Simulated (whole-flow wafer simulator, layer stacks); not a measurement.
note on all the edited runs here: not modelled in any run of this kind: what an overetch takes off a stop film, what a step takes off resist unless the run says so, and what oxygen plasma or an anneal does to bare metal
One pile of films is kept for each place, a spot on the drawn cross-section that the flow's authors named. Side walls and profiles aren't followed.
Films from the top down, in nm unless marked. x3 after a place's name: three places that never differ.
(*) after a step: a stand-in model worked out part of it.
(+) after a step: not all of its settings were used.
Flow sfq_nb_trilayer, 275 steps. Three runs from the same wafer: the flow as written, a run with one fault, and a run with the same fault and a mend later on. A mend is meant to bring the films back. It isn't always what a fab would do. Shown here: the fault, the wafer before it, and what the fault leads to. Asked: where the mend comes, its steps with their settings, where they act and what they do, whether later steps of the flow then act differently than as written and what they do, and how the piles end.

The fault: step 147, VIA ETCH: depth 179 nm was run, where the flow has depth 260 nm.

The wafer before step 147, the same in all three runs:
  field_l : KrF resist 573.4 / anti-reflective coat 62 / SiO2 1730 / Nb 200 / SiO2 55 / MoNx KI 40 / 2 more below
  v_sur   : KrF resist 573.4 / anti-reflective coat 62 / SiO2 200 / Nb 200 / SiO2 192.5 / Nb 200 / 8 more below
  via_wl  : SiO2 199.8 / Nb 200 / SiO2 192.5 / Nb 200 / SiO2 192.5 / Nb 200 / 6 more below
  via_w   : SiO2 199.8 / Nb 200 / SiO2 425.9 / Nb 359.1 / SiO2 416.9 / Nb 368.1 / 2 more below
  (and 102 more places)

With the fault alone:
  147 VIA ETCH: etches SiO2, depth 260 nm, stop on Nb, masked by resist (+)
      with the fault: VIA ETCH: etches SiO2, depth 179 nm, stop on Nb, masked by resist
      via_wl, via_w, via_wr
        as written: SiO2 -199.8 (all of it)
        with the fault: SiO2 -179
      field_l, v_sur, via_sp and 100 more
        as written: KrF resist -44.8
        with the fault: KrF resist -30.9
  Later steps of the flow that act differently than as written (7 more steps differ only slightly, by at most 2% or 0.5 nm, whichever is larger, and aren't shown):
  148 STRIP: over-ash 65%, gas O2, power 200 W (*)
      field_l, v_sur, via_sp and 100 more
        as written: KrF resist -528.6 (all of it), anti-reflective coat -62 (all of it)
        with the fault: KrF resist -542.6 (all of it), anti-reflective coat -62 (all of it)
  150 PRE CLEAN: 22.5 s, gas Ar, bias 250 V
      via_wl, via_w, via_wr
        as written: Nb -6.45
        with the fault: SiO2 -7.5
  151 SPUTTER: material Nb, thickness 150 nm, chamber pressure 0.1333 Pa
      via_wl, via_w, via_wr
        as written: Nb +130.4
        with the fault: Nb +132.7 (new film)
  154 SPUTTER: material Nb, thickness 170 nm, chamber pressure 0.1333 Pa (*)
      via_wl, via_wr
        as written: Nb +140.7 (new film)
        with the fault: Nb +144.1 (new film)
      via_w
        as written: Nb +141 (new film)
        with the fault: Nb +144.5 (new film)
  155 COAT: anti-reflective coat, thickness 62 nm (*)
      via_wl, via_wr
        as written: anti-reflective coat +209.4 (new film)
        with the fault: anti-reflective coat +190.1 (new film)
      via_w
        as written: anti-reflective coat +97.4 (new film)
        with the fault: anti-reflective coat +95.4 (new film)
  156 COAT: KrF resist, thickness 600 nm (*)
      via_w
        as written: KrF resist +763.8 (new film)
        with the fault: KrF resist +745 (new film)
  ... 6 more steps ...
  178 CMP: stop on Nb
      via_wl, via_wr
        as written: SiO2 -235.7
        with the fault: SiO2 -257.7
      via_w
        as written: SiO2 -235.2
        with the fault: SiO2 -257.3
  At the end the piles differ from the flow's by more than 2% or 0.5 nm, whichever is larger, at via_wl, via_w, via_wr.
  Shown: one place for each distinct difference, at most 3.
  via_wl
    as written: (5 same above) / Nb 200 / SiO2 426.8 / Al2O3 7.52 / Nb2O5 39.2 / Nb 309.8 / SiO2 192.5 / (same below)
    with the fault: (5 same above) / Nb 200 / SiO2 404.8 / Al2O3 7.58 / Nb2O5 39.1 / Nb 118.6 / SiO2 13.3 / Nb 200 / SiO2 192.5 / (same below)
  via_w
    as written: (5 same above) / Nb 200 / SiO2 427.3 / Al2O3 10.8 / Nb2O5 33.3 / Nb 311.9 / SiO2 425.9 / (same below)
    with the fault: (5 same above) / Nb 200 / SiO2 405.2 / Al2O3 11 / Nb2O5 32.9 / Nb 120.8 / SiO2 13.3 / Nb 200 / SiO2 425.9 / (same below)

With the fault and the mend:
  The mend comes after step 147.
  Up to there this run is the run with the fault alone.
  147a VIA ETCH: etches SiO2, depth 81 nm, stop on Nb, masked by resist (+) (the flow's step 147 once more, with other settings)
      field_l, v_sur, via_sp and 100 more
        KrF resist -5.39
      via_wl, via_w, via_wr
        SiO2 -20.8 (all of it)
  No later step of the flow acts differently than as written, at any place that is followed, by more than 2% or 0.5 nm, whichever is larger.
  At the end the piles are the same as the flow's at every place that both follow.
